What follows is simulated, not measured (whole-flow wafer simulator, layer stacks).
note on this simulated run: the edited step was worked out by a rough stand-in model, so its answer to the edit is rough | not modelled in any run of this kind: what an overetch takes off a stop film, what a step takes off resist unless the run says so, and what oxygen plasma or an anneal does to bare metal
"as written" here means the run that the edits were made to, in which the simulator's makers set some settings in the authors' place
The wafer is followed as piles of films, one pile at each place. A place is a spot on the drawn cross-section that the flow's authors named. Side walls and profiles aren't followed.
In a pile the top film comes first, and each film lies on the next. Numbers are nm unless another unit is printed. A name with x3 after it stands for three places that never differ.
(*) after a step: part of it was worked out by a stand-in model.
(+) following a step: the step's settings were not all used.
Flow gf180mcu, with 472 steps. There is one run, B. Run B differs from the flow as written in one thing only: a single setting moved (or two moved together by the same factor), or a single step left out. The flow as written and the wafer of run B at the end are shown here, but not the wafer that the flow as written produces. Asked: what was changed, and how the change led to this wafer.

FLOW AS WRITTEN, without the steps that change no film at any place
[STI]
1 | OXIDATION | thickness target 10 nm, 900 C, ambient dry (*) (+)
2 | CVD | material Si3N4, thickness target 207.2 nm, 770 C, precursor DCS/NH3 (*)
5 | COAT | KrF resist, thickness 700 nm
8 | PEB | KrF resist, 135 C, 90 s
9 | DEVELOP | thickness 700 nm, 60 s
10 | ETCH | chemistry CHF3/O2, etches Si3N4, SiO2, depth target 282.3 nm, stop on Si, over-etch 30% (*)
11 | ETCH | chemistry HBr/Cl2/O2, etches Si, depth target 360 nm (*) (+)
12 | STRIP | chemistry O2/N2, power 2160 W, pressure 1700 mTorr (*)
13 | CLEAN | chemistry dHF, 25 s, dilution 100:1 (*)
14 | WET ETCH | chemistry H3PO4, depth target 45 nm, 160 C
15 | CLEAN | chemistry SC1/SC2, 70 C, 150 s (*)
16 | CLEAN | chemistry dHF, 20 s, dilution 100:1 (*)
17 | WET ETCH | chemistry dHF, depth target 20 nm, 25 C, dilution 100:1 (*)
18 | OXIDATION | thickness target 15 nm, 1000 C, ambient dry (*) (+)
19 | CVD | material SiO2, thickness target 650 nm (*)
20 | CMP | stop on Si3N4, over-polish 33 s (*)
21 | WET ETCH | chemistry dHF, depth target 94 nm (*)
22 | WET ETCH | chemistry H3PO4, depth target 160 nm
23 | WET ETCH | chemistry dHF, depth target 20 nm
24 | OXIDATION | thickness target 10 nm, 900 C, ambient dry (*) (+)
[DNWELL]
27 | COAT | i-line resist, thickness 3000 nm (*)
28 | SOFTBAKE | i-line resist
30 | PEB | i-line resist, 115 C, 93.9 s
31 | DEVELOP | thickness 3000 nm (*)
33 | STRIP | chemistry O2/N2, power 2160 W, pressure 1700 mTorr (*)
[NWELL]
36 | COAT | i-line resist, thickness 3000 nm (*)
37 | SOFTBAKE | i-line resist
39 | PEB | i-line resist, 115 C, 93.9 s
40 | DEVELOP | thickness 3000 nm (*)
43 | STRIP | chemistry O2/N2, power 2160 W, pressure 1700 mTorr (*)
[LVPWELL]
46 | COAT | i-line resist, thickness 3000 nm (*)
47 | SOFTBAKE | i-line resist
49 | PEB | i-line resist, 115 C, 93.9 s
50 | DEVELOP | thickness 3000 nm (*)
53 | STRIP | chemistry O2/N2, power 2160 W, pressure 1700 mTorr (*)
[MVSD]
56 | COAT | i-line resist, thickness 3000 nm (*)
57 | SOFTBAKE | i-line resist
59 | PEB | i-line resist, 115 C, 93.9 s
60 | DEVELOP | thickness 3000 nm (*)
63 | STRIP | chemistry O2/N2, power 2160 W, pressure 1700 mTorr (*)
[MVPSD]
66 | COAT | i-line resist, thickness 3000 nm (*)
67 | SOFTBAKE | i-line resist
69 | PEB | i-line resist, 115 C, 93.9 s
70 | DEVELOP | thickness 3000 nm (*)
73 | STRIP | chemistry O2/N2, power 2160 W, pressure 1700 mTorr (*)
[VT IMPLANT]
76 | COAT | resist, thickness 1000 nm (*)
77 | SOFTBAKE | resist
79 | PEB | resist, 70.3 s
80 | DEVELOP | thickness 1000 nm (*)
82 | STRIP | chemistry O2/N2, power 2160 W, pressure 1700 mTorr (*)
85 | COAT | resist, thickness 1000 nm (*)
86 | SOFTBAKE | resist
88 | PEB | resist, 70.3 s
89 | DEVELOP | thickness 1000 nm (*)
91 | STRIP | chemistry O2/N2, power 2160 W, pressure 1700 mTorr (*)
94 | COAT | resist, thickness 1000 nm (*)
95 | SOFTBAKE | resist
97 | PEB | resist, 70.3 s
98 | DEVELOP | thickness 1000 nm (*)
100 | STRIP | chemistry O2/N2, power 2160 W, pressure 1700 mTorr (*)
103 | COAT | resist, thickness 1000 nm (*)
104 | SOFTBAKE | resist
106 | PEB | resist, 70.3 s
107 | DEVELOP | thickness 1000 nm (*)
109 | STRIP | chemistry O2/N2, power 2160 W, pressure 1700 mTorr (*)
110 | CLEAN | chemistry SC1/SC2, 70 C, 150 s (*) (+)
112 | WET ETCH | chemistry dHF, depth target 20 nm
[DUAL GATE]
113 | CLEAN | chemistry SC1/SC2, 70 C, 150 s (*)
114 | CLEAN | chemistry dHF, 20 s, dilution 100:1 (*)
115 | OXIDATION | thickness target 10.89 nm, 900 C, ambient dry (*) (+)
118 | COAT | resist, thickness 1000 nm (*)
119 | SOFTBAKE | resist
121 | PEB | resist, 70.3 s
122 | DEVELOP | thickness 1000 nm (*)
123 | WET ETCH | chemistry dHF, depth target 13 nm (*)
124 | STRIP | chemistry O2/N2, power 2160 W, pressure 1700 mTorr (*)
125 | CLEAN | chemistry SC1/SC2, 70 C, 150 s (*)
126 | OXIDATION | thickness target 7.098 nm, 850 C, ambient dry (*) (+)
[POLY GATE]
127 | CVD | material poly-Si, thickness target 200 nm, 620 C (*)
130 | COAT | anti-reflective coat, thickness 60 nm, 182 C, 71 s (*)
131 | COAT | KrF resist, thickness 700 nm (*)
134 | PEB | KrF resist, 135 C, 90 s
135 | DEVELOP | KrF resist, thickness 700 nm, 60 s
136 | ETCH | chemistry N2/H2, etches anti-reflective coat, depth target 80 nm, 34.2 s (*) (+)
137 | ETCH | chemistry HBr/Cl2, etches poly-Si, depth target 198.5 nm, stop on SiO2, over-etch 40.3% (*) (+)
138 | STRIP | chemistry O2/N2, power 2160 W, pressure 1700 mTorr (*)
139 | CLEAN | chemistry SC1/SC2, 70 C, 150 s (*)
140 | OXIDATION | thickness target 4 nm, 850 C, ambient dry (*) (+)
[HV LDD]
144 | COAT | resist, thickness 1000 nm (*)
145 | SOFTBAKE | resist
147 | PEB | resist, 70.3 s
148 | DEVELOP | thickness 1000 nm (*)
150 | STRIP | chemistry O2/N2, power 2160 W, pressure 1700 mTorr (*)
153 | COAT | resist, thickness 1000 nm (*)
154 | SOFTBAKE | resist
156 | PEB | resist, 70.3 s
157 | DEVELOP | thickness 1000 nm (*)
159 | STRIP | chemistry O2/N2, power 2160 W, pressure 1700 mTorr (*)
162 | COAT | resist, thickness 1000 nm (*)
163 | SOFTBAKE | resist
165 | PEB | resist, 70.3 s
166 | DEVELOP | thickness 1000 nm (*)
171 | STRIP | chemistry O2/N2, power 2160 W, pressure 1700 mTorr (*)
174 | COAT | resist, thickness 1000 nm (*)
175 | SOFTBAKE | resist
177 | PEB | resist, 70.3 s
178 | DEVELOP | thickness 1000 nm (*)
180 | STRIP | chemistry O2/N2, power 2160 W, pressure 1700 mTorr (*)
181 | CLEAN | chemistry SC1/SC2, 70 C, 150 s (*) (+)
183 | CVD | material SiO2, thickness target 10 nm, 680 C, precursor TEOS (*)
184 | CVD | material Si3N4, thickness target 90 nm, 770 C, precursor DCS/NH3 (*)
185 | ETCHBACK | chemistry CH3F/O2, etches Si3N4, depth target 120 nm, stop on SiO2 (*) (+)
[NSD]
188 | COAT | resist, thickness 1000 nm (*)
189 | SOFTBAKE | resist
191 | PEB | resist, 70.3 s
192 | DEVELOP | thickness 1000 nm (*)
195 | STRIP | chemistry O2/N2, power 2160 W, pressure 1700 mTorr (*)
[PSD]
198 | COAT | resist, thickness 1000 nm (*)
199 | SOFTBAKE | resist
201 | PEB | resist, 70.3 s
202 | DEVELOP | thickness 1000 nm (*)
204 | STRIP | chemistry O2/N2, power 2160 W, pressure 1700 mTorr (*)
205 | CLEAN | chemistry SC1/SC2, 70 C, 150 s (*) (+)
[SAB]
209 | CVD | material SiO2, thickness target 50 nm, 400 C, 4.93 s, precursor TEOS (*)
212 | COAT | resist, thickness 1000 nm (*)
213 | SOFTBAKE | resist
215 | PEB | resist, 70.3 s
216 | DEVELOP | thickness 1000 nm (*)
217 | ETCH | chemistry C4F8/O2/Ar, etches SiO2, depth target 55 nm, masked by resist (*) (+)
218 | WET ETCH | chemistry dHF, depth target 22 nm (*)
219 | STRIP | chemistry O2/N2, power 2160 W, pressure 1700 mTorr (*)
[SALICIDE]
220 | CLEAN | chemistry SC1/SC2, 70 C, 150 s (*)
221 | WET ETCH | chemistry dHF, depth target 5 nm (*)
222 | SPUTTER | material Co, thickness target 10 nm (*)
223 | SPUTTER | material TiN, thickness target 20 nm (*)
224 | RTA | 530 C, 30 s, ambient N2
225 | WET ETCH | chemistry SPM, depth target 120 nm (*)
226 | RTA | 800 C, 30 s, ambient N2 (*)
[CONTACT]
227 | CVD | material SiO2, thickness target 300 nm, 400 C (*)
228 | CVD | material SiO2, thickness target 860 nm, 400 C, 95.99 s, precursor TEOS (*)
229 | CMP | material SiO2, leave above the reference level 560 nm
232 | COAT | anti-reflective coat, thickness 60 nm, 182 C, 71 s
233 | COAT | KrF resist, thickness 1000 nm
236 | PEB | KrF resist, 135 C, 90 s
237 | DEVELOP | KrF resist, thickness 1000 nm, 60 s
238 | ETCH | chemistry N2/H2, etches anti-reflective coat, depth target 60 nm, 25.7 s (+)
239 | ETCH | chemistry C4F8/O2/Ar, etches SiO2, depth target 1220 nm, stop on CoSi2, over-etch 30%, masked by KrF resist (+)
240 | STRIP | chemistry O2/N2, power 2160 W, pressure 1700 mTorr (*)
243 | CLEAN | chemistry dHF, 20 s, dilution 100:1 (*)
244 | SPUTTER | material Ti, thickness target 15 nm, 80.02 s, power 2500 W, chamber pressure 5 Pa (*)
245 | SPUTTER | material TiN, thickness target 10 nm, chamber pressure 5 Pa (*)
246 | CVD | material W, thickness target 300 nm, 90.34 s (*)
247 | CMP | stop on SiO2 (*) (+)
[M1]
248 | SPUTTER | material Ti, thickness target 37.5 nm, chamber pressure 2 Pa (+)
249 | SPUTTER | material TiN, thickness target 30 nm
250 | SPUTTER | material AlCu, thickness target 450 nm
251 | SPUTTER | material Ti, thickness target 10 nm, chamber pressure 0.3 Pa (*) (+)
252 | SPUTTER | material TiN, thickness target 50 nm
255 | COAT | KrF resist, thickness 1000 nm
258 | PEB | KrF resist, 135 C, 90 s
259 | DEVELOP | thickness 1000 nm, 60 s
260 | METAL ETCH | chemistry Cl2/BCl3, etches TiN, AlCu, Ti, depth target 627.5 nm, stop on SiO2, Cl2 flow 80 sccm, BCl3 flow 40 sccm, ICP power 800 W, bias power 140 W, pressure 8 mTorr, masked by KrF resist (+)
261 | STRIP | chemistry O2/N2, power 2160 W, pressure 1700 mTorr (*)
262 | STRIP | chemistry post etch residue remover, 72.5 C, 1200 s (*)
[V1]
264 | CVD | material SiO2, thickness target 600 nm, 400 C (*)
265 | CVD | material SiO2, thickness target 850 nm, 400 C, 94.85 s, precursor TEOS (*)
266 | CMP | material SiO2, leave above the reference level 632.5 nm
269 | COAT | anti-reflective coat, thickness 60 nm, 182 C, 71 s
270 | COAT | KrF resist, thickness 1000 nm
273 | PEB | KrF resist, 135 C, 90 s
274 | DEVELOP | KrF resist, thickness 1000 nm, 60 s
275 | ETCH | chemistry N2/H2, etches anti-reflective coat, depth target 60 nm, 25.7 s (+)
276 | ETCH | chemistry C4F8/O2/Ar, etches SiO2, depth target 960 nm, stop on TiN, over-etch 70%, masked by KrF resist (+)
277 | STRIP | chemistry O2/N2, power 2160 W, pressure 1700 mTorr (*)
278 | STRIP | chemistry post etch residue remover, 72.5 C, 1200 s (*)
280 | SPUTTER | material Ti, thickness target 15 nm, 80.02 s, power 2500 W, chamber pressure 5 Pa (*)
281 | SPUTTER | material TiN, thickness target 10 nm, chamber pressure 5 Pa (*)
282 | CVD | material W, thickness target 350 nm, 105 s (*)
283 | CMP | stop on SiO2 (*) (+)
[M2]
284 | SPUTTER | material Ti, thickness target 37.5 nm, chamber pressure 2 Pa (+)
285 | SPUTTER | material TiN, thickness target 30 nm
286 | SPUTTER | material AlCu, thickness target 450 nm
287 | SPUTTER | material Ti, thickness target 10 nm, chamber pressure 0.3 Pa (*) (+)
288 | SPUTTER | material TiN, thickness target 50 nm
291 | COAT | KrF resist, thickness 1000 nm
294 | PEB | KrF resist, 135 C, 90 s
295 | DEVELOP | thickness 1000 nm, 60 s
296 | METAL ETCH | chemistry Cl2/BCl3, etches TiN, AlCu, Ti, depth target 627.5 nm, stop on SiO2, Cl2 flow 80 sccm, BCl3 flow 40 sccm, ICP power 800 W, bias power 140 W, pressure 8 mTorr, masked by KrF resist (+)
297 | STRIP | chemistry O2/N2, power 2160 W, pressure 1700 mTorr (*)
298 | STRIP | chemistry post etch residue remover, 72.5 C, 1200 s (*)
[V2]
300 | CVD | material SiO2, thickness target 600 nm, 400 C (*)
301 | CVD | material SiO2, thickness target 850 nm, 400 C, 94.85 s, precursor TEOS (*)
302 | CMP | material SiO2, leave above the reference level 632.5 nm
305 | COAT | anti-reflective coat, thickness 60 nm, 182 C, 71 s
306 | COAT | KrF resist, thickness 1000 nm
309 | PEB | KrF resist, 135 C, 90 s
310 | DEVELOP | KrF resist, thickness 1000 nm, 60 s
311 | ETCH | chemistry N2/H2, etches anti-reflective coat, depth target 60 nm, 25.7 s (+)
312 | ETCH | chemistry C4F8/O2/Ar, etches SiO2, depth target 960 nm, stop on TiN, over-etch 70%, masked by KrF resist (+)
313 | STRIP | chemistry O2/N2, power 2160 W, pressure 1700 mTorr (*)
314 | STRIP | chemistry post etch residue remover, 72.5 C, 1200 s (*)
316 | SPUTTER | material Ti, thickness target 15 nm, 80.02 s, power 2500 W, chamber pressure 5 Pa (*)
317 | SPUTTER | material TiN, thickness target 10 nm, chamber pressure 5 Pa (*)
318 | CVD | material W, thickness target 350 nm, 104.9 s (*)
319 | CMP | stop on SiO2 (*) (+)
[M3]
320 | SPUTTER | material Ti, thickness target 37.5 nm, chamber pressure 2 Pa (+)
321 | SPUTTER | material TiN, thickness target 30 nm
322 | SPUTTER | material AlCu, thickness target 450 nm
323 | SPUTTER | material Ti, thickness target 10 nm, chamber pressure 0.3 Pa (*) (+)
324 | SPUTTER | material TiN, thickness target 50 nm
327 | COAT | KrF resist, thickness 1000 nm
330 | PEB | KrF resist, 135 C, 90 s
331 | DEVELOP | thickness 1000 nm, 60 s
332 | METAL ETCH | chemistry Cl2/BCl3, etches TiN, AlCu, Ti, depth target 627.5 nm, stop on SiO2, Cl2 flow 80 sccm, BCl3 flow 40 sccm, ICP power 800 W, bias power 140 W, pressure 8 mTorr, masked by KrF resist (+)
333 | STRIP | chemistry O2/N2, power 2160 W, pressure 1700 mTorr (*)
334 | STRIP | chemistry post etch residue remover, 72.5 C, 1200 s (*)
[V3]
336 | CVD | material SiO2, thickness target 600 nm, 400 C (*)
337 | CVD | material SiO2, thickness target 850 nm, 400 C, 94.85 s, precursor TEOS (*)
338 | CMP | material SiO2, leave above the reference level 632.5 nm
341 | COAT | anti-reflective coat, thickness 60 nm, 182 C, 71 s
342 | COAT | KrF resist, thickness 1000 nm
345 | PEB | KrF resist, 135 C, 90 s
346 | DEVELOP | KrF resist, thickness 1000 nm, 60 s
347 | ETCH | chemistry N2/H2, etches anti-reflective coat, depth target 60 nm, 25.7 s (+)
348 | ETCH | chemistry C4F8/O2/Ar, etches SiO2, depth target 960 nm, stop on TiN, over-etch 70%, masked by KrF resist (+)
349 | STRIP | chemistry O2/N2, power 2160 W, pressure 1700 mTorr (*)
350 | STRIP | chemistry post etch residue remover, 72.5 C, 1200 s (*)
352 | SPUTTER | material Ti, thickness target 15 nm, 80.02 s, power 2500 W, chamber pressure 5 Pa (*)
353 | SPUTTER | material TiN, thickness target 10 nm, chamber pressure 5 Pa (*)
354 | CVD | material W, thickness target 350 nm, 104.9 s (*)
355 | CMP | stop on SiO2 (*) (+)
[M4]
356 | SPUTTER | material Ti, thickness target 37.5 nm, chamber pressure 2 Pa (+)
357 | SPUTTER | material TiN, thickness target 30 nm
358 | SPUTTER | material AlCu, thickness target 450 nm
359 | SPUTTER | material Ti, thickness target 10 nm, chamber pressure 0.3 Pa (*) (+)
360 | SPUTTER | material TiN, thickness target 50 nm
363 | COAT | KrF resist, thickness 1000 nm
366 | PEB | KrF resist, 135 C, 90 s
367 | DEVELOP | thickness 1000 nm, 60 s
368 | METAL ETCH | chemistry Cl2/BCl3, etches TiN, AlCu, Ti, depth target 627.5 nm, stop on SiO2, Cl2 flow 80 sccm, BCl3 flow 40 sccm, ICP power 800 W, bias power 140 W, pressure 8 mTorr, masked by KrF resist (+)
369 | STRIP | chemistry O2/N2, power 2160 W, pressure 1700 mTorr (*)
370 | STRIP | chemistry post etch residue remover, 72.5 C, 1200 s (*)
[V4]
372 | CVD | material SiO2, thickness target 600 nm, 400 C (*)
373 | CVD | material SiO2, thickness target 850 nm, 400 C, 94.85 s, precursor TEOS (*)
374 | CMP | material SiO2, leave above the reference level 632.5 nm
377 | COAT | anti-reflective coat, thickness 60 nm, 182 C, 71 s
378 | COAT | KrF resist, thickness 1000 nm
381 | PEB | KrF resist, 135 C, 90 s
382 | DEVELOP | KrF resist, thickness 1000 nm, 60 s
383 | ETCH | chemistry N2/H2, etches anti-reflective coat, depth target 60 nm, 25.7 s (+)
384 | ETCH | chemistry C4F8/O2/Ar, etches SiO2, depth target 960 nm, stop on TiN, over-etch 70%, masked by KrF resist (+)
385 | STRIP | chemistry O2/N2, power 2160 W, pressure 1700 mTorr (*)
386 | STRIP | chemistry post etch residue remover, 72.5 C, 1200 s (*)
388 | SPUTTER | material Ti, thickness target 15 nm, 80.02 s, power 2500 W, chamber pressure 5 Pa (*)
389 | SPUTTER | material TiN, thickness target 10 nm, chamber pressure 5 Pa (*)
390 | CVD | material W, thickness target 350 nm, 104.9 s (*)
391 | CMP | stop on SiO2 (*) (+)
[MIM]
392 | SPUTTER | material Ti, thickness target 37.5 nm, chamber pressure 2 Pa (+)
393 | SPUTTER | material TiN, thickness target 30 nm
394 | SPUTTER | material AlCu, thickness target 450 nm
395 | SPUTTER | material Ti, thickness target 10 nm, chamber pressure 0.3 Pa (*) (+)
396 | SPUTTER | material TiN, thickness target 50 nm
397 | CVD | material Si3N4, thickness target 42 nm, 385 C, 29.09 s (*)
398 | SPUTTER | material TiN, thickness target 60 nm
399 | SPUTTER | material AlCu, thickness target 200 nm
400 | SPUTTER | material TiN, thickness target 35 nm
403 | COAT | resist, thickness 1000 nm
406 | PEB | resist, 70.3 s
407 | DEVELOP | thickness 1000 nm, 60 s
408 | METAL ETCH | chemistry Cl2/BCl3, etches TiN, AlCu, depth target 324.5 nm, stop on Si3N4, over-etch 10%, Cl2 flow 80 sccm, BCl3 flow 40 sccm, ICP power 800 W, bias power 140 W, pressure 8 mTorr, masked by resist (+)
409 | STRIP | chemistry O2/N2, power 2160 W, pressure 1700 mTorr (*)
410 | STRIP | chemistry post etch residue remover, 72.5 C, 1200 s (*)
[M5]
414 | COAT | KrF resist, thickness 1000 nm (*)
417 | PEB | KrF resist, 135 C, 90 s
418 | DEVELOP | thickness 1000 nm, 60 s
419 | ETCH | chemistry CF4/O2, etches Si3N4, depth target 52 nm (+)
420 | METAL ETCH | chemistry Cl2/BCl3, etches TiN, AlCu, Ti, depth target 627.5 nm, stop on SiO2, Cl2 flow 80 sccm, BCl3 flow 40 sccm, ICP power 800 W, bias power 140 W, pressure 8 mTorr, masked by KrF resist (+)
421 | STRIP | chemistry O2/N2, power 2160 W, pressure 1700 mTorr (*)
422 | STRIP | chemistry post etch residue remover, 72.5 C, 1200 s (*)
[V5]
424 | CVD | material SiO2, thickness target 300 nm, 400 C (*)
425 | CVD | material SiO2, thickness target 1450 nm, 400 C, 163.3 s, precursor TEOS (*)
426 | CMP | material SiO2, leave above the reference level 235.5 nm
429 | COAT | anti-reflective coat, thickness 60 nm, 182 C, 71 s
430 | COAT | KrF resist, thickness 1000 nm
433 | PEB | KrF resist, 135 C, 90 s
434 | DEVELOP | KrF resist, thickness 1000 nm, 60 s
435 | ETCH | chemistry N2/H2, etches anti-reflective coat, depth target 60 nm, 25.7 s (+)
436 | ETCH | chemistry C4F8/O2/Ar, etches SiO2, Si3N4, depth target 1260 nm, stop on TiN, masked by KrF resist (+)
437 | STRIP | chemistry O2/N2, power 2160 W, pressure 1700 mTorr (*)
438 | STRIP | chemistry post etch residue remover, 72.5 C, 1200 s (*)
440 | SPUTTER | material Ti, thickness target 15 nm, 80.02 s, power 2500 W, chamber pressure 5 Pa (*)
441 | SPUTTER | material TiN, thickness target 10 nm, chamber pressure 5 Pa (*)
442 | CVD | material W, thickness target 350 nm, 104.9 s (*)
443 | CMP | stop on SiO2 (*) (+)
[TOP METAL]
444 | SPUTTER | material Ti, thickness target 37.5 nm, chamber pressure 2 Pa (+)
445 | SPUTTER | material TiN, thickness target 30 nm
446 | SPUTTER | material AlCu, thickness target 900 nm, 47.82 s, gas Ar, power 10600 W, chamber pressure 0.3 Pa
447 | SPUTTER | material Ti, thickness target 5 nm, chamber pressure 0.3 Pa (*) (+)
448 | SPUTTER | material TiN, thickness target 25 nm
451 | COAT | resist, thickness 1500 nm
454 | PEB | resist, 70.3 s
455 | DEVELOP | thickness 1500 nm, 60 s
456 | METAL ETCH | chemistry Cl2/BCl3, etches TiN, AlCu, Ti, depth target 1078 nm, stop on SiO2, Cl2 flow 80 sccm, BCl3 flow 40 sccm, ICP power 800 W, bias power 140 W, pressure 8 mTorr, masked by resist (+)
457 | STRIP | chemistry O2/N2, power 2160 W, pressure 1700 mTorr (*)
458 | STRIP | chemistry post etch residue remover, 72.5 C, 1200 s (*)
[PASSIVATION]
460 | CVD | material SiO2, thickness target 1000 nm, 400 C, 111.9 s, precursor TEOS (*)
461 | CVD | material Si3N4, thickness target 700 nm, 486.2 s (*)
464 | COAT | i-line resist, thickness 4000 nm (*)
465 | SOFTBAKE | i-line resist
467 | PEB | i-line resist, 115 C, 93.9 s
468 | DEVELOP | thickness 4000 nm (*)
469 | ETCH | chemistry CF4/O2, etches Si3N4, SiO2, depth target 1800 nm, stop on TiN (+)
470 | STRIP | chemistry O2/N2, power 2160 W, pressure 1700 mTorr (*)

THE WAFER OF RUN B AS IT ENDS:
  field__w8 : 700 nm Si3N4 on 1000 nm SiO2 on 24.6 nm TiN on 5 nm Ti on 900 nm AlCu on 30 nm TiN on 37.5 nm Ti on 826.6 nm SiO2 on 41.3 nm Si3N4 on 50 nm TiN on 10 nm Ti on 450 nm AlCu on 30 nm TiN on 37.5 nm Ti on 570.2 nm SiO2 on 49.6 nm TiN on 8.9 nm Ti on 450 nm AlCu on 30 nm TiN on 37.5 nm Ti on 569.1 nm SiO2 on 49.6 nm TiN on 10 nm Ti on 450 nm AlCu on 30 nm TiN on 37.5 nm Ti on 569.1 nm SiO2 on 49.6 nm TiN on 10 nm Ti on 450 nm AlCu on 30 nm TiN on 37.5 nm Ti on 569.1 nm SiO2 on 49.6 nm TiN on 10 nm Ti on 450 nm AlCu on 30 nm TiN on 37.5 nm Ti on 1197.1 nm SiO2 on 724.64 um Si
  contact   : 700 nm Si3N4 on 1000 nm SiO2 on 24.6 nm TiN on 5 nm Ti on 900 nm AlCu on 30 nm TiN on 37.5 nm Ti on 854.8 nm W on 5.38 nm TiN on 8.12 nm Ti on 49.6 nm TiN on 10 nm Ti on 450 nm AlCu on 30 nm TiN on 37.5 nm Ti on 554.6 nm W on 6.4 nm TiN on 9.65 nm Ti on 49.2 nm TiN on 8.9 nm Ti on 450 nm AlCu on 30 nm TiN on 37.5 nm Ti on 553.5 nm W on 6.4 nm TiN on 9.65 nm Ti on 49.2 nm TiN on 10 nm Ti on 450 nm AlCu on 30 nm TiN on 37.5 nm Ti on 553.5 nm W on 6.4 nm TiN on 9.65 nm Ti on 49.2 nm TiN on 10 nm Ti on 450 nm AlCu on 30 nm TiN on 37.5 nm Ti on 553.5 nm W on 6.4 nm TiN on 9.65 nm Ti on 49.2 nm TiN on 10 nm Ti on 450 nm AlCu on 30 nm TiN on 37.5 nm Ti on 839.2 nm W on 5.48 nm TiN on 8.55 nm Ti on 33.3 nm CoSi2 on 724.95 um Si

Cause: step 359, SPUTTER: thickness target 8.9 nm was run, whereas the flow has thickness target 10 nm.
The wafer itself shows it: field__w8 has Ti 8.9, and step 359 as written asks for 10 nm.

Step by step, how the change led to this:
  359 | SPUTTER | material Ti, thickness target 10 nm, chamber pressure 0.3 Pa (*) (+)
      field, field__w1, field__w2 and 108 more: +8.9 Ti (new film) (in the flow as written it would be: +10 Ti (new film))
  368 | METAL ETCH | chemistry Cl2/BCl3, etches TiN, AlCu, Ti, depth target 627.5 nm, stop on SiO2, Cl2 flow 80 sccm, BCl3 flow 40 sccm, ICP power 800 W, bias power 140 W, pressure 8 mTorr, masked by KrF resist (+)
      field, field__w1, field__w2 and 103 more: -50 TiN (all of it), -8.9 Ti (all of it), -450 AlCu (all of it), -30 TiN (all of it), -37.5 Ti (all of it) (in the flow as written it would be: -50 TiN (all of it), -10 Ti (all of it), -450 AlCu (all of it), -30 TiN (all of it), -37.5 Ti (all of it))
